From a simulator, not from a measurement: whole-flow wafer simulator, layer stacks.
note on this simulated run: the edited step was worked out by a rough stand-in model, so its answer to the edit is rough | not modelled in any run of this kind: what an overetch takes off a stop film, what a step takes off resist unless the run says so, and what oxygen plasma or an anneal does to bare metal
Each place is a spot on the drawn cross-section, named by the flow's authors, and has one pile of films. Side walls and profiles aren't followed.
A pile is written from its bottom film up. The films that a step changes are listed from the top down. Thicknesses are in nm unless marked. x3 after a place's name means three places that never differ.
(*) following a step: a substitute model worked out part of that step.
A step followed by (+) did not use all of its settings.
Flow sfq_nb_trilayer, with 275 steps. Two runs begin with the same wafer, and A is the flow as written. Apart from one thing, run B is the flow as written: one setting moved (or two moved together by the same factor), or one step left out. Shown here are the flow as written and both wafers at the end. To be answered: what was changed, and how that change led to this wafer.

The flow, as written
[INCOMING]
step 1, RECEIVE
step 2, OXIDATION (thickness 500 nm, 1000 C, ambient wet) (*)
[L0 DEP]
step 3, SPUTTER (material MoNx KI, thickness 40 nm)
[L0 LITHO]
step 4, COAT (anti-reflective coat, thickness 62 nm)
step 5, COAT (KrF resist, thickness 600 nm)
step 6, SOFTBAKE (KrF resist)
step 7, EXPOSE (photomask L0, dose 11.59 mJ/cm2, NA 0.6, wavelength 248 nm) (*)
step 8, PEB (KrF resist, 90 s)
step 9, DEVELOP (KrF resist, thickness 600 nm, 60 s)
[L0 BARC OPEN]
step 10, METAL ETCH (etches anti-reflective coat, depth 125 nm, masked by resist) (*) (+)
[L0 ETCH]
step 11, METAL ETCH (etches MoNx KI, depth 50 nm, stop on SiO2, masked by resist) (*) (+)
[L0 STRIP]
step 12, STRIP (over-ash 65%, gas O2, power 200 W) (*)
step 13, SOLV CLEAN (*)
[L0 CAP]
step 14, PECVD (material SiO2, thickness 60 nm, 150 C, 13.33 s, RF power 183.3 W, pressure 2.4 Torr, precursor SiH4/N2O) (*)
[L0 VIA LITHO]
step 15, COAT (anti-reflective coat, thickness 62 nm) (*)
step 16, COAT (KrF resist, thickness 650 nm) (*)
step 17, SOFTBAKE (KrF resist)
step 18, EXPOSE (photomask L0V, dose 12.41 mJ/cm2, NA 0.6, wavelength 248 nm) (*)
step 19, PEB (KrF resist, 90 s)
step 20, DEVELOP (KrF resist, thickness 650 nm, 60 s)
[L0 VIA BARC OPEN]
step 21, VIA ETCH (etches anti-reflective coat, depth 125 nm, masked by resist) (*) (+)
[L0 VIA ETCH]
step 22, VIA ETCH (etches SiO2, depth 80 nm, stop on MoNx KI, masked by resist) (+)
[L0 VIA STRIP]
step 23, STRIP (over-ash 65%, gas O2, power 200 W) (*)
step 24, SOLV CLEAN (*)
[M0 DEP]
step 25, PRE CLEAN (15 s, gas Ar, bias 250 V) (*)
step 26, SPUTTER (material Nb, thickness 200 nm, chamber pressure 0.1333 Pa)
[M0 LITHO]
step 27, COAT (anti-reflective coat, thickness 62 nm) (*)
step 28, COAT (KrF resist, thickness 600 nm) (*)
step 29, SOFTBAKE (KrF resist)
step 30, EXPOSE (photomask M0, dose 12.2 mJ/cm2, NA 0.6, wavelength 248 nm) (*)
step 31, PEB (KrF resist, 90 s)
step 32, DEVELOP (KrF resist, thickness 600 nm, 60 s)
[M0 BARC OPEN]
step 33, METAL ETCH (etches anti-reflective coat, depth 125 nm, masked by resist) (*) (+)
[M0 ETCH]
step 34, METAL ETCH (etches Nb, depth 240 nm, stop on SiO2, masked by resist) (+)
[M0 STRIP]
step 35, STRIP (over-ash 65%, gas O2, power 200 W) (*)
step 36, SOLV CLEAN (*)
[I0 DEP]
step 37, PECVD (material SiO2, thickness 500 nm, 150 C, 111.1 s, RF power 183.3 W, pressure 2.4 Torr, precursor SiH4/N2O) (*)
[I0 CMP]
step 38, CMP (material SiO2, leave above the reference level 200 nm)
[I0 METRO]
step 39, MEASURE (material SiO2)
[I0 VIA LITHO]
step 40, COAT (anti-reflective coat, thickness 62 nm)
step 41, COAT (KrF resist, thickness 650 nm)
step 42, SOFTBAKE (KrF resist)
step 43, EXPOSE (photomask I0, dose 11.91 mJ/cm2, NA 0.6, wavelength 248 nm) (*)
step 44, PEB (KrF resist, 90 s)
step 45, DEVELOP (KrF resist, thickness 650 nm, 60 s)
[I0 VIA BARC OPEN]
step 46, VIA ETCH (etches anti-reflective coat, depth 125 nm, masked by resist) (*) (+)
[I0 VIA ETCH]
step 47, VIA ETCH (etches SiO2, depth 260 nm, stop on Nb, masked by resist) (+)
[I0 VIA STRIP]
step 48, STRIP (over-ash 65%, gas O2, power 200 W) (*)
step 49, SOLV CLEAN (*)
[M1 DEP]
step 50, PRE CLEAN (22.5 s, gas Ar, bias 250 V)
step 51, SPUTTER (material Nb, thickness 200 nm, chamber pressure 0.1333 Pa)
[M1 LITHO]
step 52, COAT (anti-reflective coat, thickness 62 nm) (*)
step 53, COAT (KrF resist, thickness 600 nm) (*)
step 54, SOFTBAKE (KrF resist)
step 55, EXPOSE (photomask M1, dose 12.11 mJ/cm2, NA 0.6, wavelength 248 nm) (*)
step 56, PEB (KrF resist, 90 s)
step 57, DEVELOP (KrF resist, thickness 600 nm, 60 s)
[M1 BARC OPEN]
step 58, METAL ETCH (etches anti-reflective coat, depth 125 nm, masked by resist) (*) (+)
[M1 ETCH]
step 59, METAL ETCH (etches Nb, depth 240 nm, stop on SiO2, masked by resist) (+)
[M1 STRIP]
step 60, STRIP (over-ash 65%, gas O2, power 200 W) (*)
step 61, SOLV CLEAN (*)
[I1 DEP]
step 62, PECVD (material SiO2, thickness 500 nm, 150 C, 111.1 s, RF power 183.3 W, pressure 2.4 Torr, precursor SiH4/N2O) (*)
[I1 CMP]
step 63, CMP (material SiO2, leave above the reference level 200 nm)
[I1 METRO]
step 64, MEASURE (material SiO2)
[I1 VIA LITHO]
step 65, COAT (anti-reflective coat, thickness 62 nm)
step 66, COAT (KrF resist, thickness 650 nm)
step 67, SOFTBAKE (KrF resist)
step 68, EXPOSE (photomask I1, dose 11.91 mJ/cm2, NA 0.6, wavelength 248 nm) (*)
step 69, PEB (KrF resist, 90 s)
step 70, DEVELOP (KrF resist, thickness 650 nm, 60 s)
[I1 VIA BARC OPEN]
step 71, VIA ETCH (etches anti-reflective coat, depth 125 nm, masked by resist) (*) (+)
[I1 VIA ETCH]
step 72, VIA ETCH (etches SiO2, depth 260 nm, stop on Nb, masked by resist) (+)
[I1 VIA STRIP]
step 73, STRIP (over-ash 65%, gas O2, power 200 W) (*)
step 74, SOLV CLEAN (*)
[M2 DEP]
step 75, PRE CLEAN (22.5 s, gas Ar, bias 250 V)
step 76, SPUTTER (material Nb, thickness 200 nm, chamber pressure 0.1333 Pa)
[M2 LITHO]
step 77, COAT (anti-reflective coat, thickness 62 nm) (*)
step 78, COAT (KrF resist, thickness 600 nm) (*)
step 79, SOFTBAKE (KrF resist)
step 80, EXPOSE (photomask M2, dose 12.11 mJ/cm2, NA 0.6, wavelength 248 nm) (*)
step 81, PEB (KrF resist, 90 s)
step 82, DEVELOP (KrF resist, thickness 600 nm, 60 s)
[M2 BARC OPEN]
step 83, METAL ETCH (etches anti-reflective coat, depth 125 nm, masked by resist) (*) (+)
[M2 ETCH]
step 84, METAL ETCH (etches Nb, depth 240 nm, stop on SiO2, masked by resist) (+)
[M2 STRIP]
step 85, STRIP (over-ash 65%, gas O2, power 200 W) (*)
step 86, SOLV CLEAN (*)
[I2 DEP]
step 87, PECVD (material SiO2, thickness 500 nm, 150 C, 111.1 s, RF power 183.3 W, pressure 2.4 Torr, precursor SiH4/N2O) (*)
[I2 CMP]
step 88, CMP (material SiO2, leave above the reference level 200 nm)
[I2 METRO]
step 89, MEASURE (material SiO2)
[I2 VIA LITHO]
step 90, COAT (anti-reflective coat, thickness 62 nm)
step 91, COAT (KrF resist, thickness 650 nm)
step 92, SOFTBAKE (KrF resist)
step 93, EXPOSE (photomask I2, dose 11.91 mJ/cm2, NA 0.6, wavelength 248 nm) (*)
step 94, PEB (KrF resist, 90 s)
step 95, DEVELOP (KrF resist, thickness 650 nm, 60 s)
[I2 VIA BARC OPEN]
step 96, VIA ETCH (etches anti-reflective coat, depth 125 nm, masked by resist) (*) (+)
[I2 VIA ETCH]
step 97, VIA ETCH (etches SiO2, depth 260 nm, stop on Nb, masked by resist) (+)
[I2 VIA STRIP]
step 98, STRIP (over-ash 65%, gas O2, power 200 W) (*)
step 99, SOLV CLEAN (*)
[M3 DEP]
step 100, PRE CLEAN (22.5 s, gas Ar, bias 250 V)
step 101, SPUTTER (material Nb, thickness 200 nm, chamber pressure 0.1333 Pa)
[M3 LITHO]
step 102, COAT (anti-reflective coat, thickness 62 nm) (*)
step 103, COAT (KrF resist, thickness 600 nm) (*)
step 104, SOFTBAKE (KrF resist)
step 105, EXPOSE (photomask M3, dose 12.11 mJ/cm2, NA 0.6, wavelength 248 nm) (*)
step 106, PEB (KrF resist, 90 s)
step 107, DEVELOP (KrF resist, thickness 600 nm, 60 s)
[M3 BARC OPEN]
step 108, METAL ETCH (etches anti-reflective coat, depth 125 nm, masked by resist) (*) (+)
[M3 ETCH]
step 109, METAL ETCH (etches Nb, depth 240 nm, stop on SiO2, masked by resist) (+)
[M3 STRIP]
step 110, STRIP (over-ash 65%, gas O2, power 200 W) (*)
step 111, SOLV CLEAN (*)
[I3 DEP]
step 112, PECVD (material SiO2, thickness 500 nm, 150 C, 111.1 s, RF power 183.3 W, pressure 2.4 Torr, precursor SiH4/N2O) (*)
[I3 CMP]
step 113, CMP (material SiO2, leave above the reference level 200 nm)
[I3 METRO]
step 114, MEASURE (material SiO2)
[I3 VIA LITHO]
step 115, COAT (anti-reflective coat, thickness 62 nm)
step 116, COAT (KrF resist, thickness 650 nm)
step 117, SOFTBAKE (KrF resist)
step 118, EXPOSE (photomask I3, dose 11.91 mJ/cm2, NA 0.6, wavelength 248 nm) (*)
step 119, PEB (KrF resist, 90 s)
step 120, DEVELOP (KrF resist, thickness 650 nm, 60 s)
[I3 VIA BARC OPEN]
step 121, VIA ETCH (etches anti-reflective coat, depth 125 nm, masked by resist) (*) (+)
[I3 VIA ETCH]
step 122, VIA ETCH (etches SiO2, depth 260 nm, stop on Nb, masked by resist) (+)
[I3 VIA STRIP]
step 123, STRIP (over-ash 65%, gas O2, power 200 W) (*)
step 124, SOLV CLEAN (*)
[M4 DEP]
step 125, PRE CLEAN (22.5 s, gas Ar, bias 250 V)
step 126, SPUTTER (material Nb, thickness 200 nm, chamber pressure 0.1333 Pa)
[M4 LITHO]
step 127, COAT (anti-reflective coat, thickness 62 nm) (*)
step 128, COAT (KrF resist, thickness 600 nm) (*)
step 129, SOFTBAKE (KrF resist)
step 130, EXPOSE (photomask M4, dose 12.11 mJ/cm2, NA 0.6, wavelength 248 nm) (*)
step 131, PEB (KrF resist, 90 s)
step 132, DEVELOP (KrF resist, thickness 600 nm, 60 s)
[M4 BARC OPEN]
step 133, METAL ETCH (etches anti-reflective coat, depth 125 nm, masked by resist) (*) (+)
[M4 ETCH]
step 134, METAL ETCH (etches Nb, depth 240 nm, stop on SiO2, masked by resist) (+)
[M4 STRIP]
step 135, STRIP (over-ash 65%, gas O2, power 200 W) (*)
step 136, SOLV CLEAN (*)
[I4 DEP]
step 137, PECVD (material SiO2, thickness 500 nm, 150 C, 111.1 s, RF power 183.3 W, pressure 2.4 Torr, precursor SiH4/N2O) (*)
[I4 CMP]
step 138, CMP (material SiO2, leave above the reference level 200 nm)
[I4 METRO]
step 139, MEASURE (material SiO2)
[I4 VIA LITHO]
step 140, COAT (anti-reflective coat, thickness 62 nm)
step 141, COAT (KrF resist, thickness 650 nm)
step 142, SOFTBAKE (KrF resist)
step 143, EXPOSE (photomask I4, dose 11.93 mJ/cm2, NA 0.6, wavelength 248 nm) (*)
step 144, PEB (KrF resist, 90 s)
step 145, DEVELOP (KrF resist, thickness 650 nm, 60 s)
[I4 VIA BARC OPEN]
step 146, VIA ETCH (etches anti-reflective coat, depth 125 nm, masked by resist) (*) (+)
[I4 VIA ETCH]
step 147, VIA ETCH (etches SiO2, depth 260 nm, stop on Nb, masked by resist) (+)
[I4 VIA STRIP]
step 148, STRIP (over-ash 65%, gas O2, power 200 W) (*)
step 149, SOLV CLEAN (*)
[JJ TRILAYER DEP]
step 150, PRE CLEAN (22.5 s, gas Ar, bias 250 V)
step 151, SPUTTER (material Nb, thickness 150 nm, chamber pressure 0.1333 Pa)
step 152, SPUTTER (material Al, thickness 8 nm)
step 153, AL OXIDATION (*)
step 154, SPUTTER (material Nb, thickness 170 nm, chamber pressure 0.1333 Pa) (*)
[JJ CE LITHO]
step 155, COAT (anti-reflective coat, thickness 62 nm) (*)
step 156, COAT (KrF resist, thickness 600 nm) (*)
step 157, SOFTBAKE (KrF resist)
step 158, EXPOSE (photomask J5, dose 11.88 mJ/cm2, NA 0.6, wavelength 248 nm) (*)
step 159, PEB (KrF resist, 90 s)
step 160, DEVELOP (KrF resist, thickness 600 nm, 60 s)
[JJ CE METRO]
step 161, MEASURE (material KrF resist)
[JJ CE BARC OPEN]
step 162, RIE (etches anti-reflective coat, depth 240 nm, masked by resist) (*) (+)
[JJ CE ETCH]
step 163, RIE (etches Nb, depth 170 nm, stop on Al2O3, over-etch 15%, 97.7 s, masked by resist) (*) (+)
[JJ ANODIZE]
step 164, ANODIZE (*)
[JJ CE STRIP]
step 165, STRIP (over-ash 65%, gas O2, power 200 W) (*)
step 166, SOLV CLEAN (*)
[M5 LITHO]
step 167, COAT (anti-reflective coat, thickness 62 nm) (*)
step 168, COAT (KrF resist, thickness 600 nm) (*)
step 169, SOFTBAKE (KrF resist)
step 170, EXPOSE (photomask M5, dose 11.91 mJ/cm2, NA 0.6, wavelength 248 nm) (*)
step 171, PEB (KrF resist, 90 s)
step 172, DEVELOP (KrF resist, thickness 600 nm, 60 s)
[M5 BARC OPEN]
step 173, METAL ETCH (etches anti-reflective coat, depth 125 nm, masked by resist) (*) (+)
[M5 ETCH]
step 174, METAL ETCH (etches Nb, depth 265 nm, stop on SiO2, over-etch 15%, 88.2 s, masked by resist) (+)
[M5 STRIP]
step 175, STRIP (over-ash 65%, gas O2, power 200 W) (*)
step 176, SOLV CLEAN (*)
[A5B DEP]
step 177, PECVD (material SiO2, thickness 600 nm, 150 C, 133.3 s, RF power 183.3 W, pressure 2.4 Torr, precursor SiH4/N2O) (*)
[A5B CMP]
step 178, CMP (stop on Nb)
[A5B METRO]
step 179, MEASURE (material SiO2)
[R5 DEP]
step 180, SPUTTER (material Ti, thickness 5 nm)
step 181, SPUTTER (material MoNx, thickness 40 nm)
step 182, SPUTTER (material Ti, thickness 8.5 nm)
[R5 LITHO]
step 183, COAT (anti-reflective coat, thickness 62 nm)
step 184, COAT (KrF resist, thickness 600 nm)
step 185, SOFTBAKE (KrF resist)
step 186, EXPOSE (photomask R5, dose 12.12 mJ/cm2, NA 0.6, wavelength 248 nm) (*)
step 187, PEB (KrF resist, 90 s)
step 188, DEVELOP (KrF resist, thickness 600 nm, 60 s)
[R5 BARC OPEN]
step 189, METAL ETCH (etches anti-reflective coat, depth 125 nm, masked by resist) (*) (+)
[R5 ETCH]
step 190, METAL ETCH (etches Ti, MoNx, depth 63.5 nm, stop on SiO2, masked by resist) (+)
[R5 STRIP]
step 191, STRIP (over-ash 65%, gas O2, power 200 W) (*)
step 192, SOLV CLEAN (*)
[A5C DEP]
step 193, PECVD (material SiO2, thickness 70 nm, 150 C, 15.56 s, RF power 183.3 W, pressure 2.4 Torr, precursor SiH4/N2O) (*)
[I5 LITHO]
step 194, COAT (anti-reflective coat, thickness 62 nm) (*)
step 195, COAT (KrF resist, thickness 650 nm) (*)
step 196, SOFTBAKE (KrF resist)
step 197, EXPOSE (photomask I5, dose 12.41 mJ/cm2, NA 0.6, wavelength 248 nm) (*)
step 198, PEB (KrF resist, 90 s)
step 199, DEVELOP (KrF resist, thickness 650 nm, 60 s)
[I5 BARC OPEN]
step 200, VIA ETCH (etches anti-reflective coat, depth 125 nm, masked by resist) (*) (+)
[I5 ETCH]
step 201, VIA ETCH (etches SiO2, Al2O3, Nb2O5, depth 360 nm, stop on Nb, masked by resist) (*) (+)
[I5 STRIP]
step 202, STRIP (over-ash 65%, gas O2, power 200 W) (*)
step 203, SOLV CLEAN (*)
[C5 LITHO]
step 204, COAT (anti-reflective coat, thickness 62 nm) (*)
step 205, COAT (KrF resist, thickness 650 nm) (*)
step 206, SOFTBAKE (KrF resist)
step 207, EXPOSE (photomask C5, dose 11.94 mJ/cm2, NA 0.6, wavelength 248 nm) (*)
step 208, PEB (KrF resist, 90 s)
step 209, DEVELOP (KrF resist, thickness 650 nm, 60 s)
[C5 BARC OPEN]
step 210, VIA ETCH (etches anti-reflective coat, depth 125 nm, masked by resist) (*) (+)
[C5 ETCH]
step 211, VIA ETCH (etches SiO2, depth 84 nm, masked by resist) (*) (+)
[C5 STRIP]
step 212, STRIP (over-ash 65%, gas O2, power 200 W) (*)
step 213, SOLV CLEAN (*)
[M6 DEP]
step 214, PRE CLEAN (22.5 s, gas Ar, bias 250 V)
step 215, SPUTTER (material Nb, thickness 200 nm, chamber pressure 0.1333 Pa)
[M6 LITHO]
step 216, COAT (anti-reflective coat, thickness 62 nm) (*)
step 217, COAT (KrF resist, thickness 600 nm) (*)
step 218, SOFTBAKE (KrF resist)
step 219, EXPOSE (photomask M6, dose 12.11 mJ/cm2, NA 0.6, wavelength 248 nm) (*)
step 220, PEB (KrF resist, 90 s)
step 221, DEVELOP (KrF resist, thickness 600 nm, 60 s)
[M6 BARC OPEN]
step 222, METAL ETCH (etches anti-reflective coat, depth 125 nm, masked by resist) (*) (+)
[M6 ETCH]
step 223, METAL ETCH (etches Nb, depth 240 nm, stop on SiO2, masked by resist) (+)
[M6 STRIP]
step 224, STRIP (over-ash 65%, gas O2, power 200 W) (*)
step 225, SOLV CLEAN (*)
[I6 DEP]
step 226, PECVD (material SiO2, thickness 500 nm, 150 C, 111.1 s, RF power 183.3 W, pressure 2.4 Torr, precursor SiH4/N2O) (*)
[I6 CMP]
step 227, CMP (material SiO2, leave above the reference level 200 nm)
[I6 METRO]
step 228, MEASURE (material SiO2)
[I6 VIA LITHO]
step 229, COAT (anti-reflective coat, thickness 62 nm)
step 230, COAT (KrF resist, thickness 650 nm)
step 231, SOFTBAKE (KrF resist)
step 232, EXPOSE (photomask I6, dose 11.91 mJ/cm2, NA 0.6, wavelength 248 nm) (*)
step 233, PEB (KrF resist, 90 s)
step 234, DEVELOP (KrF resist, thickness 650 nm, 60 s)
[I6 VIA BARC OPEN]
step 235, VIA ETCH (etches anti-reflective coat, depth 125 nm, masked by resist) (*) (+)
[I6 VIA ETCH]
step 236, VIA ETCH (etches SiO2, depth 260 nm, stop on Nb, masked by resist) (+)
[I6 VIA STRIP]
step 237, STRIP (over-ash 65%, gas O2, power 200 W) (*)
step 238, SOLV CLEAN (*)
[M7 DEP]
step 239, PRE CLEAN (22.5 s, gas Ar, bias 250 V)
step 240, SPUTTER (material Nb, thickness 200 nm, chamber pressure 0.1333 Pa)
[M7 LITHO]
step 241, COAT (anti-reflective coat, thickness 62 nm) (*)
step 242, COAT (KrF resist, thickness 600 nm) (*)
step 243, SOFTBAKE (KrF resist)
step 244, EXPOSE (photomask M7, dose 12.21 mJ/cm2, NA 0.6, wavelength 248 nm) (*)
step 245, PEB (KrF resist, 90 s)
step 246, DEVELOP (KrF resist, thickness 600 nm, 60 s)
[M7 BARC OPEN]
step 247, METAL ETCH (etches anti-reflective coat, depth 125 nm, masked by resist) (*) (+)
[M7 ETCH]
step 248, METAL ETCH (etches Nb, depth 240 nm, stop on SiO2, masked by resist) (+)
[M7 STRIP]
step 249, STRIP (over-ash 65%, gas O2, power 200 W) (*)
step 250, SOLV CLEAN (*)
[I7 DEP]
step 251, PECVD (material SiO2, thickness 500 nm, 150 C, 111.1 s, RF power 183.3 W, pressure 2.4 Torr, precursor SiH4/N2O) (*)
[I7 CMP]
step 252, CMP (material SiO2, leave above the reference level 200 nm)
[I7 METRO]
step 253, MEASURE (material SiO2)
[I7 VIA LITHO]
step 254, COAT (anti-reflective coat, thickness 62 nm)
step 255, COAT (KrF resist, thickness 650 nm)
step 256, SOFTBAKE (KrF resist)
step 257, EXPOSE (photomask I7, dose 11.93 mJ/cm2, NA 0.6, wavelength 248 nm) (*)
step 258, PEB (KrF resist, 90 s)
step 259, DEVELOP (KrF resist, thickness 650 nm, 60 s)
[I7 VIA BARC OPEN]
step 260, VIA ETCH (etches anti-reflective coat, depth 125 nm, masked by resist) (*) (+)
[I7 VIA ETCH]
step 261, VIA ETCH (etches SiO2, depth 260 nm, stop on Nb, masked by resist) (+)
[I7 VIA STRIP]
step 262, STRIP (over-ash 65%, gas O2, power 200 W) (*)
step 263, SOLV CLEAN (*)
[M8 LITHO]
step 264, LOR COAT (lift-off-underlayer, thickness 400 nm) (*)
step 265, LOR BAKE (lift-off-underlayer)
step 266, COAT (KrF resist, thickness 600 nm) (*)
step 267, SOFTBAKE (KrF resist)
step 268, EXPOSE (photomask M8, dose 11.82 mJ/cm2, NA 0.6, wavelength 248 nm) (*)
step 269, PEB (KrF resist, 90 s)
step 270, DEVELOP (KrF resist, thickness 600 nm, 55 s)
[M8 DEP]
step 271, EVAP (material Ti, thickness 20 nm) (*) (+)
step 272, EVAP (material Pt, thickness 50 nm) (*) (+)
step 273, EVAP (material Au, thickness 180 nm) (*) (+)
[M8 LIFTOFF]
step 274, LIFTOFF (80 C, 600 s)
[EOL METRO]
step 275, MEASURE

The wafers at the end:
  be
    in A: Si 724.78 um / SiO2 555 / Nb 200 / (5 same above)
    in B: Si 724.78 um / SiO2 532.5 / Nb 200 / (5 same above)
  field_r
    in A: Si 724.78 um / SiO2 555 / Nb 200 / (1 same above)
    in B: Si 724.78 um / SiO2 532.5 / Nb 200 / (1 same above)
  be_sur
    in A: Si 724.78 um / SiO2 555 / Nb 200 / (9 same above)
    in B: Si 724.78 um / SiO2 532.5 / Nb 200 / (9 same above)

What caused this: step 14, PECVD: thickness 37.5 nm was run, while the flow as written has thickness 60 nm; step 14, PECVD: 8.333 s was run, where the flow has 13.33 s.

The path from the change to this, step by step:
  step 14, PECVD (material SiO2, thickness 60 nm, 150 C, 13.33 s, RF power 183.3 W, pressure 2.4 Torr, precursor SiH4/N2O) (*)
      v_sur, via_wl, via_w and 97 more: A SiO2 gains 60 | B SiO2 gains 37.5
      field_l, l0_sur, l0v, l0r_line_l, l0r_line_c, l0r_line_r: A SiO2 gains 60 (new film) | B SiO2 gains 37.5 (new film)
  step 22, VIA ETCH (etches SiO2, depth 80 nm, stop on MoNx KI, masked by resist) (+)
      field_l, v_sur, via_wl and 102 more: A KrF resist loses 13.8 | B KrF resist loses 9.66
      l0v: A SiO2 loses 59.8 (all of it) | B SiO2 loses 37.3 (all of it)
  step 26, SPUTTER (material Nb, thickness 200 nm, chamber pressure 0.1333 Pa)
      l0v: A Nb gains 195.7 (new film) | B Nb gains 200 (new film)
  step 27, COAT (anti-reflective coat, thickness 62 nm) (*)
      l0_sur: A anti-reflective coat gains 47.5 (new film) | B anti-reflective coat gains 50 (new film)
      l0v: A anti-reflective coat gains 78 (new film) | B anti-reflective coat gains 70.8 (new film)
  step 28, COAT (KrF resist, thickness 600 nm) (*)
      l0v: A KrF resist gains 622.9 (new film) | B KrF resist gains 608.7 (new film)
  step 35, STRIP (over-ash 65%, gas O2, power 200 W) (*)
      l0_sur: A KrF resist loses 372 (all of it), anti-reflective coat loses 47.5 (all of it) | B KrF resist loses 373.4 (all of it), anti-reflective coat loses 50 (all of it)
      l0v: A KrF resist loses 405.3 (all of it), anti-reflective coat loses 78 (all of it) | B KrF resist loses 391 (all of it), anti-reflective coat loses 70.8 (all of it)
  step 38, CMP (material SiO2, leave above the reference level 200 nm)
      l0v: A SiO2 loses 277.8 | B SiO2 loses 304.6
